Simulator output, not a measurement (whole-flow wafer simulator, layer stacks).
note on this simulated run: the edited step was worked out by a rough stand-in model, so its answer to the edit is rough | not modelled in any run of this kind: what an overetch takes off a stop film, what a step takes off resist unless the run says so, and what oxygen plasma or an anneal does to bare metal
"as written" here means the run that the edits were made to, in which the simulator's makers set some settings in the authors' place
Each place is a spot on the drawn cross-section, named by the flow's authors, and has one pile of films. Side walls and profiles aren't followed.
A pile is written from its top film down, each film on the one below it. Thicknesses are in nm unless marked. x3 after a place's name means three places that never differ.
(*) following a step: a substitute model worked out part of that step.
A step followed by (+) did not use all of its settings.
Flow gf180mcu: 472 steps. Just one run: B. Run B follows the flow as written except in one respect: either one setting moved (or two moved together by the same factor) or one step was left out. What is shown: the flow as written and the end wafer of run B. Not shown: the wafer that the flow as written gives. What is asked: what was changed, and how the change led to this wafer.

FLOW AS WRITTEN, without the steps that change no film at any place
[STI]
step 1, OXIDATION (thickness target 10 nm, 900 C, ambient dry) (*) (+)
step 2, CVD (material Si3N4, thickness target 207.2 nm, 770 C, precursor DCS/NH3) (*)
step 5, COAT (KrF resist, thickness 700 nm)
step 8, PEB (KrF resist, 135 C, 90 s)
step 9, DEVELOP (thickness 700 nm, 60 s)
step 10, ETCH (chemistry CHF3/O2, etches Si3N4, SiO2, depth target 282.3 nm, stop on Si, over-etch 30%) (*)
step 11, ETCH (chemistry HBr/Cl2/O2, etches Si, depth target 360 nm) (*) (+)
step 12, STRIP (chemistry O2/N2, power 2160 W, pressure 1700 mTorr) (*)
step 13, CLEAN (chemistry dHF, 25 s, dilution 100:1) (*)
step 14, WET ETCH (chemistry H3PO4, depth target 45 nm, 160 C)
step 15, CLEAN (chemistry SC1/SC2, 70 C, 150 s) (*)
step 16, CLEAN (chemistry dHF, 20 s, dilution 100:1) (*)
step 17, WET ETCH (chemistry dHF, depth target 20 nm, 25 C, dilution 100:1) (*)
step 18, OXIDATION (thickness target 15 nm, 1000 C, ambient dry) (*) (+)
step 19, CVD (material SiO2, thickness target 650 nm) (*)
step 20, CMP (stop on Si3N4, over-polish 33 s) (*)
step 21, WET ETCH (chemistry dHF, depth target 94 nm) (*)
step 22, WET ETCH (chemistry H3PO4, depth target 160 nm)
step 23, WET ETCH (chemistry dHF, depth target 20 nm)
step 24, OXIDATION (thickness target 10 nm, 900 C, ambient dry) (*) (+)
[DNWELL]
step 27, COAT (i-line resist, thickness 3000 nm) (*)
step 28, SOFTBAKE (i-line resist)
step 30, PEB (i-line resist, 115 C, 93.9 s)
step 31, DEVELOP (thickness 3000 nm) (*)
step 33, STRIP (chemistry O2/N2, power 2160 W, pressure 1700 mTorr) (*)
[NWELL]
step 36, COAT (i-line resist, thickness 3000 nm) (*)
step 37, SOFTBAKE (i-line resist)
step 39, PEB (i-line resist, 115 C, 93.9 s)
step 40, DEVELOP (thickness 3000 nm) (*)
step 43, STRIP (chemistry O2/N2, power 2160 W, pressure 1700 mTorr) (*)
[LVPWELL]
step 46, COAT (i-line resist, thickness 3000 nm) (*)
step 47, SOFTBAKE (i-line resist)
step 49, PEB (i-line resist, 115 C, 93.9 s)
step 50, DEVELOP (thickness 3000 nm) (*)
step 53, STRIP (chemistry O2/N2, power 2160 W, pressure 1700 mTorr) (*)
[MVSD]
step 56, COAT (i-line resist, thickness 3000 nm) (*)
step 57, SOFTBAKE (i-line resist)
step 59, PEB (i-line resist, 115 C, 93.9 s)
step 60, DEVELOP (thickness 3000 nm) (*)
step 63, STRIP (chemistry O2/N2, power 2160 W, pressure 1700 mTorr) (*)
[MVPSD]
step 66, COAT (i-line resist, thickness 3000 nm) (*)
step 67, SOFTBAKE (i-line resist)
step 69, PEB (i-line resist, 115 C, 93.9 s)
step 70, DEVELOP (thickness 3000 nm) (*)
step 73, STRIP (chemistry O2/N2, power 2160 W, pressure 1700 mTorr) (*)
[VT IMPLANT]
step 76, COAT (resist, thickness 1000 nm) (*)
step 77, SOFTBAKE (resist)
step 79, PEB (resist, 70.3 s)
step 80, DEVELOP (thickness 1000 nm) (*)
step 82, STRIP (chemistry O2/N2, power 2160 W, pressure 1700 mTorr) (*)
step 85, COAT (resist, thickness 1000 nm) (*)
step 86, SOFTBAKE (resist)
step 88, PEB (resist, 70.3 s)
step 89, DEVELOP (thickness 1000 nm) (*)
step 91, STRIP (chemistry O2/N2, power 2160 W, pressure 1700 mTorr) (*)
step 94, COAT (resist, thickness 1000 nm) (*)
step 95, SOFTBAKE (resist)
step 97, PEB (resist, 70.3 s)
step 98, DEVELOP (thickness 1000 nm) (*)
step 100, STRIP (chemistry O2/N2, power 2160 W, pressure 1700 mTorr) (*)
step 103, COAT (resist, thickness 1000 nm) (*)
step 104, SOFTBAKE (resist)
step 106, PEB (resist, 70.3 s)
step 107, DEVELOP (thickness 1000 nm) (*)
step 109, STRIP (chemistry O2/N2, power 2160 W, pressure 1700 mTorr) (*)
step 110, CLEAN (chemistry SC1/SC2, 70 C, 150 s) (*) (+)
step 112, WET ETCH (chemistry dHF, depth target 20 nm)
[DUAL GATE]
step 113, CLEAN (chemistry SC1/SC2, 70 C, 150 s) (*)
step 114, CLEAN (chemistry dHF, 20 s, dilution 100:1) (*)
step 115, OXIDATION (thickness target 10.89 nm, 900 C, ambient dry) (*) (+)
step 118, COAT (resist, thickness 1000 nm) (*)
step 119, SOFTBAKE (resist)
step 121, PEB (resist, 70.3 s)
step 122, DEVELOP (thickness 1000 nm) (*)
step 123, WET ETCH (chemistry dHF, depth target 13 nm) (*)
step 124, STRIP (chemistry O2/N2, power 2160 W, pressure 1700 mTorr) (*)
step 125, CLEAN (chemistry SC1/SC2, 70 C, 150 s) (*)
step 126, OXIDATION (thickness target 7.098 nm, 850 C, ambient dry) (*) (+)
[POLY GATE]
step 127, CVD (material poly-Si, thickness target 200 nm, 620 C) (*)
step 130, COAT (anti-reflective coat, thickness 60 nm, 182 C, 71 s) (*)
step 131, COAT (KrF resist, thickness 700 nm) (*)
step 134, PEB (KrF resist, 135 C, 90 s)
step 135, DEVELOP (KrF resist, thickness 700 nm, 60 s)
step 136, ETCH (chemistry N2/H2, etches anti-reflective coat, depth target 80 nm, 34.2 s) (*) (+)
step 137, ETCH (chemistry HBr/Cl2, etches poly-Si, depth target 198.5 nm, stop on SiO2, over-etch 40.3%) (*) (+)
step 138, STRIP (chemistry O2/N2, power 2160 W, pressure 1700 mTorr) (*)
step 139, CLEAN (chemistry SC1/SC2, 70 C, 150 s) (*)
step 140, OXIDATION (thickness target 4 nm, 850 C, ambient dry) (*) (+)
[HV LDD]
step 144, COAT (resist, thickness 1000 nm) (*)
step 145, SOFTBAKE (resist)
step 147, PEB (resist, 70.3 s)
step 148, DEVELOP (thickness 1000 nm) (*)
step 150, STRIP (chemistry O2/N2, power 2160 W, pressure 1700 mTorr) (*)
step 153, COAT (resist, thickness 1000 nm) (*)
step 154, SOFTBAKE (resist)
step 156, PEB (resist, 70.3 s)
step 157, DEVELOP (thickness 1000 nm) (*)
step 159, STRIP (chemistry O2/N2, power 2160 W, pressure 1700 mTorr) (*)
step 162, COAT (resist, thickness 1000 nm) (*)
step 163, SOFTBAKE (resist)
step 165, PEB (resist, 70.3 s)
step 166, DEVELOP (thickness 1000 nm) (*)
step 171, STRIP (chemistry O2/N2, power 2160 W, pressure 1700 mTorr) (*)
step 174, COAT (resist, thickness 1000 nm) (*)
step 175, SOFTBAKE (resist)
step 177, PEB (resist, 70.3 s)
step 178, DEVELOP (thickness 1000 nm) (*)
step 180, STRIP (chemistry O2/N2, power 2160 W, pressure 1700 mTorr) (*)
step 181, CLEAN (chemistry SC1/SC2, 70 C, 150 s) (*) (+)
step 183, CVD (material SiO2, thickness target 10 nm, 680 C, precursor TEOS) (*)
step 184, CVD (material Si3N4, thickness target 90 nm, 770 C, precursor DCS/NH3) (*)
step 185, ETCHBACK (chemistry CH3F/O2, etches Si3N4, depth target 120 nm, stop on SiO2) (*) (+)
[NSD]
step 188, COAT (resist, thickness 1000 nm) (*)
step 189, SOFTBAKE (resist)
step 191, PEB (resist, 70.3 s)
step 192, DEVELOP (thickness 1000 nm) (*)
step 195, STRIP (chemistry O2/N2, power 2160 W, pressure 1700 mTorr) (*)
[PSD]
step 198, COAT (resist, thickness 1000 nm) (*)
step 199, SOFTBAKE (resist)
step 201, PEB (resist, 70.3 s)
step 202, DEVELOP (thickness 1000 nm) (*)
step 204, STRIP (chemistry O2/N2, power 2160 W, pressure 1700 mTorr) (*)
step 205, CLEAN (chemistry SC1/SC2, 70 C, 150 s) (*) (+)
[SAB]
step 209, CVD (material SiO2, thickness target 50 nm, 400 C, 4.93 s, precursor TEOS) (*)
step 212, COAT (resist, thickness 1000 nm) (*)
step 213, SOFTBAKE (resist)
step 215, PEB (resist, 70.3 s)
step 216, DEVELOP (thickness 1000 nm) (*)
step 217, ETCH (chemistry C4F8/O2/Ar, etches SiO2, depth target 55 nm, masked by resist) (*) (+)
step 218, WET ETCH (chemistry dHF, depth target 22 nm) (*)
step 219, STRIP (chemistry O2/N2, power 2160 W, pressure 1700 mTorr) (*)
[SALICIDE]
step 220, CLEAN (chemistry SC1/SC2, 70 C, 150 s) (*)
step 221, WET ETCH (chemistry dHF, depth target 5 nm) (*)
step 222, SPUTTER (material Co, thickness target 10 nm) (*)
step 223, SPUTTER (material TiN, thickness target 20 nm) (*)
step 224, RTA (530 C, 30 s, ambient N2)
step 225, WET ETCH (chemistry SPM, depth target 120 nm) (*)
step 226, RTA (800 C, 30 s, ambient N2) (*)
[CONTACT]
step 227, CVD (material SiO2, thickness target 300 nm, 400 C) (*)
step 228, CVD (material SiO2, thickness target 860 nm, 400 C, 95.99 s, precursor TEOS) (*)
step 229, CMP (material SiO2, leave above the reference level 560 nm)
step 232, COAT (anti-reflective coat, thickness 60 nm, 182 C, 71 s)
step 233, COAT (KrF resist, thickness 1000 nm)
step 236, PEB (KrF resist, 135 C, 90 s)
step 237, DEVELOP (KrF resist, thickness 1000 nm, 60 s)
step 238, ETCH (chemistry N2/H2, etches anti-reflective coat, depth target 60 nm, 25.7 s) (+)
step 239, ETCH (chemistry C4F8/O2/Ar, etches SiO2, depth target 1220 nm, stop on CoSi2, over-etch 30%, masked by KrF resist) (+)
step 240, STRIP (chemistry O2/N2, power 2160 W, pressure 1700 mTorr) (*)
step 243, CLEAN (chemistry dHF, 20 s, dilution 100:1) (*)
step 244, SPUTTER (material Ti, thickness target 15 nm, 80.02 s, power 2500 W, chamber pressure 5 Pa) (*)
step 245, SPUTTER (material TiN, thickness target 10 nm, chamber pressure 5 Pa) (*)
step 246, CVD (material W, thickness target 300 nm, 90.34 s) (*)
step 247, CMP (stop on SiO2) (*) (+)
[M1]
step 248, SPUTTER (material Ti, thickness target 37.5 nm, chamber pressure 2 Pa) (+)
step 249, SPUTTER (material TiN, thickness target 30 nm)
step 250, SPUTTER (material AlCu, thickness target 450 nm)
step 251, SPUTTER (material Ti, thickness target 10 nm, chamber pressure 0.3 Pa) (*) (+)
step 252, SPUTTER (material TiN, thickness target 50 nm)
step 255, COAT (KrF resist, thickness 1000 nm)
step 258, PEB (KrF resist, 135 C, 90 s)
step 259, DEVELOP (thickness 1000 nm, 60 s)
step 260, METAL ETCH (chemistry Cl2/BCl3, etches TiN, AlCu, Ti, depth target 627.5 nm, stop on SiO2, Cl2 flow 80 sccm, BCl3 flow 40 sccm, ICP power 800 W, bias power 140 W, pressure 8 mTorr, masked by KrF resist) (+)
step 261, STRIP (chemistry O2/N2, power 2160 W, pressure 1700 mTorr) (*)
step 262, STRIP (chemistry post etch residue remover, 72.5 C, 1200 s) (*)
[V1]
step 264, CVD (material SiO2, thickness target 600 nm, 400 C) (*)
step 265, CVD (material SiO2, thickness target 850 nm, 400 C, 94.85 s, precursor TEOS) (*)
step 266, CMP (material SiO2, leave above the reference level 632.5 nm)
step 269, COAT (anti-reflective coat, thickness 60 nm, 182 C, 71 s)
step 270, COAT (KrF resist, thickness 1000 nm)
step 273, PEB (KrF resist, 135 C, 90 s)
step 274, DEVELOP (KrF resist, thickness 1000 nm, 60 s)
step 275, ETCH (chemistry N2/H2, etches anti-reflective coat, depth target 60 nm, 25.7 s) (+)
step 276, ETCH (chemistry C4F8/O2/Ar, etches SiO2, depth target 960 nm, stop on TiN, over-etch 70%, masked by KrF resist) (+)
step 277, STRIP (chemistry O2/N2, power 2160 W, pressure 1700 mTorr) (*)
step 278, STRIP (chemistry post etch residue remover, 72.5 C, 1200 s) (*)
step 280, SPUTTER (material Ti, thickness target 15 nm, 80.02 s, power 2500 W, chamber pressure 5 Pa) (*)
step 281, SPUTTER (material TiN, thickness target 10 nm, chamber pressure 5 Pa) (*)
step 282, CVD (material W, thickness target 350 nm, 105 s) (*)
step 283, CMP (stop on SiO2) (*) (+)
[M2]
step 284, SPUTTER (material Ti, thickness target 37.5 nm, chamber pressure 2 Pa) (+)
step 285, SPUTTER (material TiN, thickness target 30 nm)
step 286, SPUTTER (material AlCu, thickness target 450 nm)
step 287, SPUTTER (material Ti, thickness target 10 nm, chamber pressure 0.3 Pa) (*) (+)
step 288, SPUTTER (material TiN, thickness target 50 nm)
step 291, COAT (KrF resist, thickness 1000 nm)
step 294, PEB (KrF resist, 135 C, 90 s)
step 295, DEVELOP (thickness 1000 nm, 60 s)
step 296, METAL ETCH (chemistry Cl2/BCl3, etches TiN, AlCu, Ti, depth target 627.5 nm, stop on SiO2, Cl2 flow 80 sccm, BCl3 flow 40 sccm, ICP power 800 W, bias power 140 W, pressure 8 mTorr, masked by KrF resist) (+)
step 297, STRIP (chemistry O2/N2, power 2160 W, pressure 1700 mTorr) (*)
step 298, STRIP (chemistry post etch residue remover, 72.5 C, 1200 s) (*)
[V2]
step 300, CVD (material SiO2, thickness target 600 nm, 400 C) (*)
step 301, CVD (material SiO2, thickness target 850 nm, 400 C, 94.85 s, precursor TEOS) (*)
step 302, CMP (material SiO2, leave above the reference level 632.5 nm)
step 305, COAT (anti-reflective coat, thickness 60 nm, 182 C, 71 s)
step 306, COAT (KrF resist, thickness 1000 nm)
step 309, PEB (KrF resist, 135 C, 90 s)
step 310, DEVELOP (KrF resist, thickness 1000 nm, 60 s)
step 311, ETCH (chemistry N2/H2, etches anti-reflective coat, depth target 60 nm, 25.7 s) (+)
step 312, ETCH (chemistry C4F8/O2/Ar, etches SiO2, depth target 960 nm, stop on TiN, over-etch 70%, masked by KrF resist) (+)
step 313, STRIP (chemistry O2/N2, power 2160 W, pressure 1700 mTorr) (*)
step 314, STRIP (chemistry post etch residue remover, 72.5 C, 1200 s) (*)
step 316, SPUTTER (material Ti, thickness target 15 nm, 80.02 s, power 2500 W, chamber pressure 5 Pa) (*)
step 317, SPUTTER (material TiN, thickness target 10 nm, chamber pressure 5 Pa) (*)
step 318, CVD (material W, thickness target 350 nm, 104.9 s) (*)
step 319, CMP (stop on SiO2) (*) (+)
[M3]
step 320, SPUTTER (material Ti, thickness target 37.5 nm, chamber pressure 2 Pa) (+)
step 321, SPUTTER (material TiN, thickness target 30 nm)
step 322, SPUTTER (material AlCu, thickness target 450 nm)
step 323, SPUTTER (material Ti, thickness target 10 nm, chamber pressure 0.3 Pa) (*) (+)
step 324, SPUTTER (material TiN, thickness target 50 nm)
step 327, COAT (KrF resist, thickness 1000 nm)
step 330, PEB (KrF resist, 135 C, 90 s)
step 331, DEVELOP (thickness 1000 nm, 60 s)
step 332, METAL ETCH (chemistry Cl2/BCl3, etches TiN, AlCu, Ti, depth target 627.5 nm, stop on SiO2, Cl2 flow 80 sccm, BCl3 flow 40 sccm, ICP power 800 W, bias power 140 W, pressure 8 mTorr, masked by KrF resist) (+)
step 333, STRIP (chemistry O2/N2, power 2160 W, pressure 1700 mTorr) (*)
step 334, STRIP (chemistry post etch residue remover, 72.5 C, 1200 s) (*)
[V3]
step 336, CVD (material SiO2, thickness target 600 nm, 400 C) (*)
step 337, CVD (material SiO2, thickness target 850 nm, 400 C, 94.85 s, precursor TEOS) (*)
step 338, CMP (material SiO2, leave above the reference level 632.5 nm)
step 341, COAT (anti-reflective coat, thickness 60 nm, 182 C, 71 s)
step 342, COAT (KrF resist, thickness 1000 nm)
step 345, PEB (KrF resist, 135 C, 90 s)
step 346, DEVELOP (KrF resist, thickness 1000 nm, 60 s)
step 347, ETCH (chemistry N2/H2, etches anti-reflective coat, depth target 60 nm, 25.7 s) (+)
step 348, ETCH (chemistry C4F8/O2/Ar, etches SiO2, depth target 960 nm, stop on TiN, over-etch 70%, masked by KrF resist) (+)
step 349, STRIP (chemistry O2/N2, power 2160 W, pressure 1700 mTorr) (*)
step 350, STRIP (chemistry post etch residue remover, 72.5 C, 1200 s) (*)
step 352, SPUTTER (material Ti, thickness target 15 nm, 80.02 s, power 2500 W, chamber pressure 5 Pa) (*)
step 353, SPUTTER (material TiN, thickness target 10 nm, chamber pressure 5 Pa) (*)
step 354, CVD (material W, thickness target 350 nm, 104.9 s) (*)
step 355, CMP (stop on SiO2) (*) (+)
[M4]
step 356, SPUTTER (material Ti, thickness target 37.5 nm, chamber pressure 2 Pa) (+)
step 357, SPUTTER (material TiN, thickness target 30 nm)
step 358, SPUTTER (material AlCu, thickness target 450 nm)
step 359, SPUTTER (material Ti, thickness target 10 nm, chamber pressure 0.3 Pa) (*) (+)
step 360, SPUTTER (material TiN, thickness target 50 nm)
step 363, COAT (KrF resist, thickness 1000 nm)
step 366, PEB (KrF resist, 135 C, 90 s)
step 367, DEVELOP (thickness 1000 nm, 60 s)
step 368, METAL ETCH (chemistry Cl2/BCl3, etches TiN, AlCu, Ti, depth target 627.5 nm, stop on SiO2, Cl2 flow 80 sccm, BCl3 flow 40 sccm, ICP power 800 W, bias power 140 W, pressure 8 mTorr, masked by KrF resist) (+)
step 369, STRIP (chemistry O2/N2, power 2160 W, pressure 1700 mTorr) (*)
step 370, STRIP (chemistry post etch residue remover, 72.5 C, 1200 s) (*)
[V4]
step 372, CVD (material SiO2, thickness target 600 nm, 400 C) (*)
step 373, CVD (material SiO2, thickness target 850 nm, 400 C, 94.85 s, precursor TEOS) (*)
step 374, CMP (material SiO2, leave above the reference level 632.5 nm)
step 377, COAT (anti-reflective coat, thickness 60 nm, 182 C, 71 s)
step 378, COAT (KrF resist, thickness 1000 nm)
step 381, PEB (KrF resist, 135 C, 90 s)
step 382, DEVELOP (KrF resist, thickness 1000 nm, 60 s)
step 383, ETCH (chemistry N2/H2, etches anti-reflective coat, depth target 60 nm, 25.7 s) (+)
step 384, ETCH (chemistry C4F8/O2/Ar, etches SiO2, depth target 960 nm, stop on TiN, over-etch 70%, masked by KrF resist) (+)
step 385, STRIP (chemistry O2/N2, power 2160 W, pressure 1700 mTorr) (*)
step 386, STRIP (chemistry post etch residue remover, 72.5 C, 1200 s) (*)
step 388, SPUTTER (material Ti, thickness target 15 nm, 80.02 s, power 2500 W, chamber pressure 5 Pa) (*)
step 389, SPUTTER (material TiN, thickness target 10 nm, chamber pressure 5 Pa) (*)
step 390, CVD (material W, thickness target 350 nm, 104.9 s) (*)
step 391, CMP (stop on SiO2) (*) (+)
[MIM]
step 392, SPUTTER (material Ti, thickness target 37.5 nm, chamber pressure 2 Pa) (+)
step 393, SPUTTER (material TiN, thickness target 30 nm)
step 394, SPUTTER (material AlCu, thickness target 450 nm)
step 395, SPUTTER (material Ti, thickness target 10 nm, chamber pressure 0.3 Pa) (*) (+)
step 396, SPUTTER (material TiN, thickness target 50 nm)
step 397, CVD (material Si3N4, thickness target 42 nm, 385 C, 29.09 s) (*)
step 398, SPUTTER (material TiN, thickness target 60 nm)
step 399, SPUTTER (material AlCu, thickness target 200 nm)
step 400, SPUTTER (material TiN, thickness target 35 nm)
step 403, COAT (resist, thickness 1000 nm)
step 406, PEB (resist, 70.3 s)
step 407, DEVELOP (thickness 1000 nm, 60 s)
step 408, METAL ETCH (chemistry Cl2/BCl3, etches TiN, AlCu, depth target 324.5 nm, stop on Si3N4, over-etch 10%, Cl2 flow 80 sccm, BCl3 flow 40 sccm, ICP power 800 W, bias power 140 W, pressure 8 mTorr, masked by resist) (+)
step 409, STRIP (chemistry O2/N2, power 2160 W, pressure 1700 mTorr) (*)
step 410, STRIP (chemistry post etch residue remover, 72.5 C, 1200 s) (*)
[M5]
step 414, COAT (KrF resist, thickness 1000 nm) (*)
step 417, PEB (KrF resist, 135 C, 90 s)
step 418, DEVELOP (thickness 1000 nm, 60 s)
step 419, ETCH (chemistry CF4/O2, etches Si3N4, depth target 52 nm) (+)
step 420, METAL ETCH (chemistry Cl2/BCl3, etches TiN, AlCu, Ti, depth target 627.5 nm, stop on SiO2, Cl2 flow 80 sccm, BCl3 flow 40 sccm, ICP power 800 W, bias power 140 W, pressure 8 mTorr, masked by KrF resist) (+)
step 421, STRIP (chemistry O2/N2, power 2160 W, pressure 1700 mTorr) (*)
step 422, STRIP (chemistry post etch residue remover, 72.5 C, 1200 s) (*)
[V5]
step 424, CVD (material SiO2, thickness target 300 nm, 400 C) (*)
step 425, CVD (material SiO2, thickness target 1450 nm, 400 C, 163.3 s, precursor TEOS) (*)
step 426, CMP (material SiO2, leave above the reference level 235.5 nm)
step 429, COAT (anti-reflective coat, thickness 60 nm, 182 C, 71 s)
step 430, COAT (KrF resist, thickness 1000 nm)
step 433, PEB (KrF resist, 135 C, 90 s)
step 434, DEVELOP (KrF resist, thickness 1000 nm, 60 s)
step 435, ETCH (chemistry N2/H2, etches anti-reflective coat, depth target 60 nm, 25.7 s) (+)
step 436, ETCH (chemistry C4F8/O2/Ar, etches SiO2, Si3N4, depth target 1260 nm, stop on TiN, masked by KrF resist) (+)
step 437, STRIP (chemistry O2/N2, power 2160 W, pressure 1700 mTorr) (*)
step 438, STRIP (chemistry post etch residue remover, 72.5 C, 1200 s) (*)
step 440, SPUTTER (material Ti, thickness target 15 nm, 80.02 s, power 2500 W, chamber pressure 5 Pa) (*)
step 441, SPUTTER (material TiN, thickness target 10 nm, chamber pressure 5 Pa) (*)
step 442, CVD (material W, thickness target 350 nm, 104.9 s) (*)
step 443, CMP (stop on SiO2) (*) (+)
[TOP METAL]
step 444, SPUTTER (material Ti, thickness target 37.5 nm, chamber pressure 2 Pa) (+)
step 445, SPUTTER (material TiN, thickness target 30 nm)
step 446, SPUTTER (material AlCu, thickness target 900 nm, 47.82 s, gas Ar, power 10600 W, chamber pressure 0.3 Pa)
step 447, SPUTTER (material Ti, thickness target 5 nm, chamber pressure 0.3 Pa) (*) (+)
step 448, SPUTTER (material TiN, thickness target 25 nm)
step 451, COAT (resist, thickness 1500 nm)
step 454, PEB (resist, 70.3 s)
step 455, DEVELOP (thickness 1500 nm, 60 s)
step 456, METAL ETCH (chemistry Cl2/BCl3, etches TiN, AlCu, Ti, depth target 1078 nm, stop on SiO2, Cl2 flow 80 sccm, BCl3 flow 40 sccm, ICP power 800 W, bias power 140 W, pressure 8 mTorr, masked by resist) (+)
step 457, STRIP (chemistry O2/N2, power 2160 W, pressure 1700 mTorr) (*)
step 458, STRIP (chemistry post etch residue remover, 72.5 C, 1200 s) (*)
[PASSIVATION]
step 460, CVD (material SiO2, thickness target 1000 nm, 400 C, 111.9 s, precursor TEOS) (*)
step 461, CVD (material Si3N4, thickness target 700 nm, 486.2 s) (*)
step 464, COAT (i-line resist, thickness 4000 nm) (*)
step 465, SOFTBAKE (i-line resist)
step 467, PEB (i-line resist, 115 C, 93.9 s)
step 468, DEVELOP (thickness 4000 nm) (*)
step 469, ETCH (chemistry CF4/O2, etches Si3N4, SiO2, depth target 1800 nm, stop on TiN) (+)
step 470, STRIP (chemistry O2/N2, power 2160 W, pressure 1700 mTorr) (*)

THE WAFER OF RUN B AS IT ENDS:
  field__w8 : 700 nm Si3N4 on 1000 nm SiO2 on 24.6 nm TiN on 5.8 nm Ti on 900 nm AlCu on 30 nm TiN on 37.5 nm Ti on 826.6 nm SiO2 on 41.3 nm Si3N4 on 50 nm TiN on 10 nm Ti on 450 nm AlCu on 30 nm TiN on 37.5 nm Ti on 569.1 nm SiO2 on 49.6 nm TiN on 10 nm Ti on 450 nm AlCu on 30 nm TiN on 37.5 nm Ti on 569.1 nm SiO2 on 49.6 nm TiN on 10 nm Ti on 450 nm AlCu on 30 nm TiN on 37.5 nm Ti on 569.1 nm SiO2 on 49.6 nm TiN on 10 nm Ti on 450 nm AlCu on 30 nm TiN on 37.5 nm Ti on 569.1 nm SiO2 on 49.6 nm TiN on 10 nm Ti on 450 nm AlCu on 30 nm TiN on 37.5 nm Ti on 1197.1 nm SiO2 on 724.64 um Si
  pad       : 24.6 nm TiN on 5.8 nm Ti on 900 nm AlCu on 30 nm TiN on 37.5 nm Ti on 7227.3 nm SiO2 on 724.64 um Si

Cause: step 447, SPUTTER: thickness target 5.8 nm was run, while the flow as written has thickness target 5 nm.
The wafer lets one read it off: field__w8 has Ti 5.8, and step 447 as written asks for 5 nm.

How this came from the change, step by step:
  step 447, SPUTTER (material Ti, thickness target 5 nm, chamber pressure 0.3 Pa) (*) (+)
      field, field__w1, field__w2 and 109 more: Ti gains 5.8 (new film) (as written it would have been: Ti gains 5 (new film))
  step 456, METAL ETCH (chemistry Cl2/BCl3, etches TiN, AlCu, Ti, depth target 1078 nm, stop on SiO2, Cl2 flow 80 sccm, BCl3 flow 40 sccm, ICP power 800 W, bias power 140 W, pressure 8 mTorr, masked by resist) (+)
      field, field__w1, field__w2 and 103 more: TiN loses 25 (all of it), Ti loses 5.8 (all of it), AlCu loses 900 (all of it), TiN loses 30 (all of it), Ti loses 37.5 (all of it) (as written it would have been: TiN loses 25 (all of it), Ti loses 5 (all of it), AlCu loses 900 (all of it), TiN loses 30 (all of it), Ti loses 37.5 (all of it))
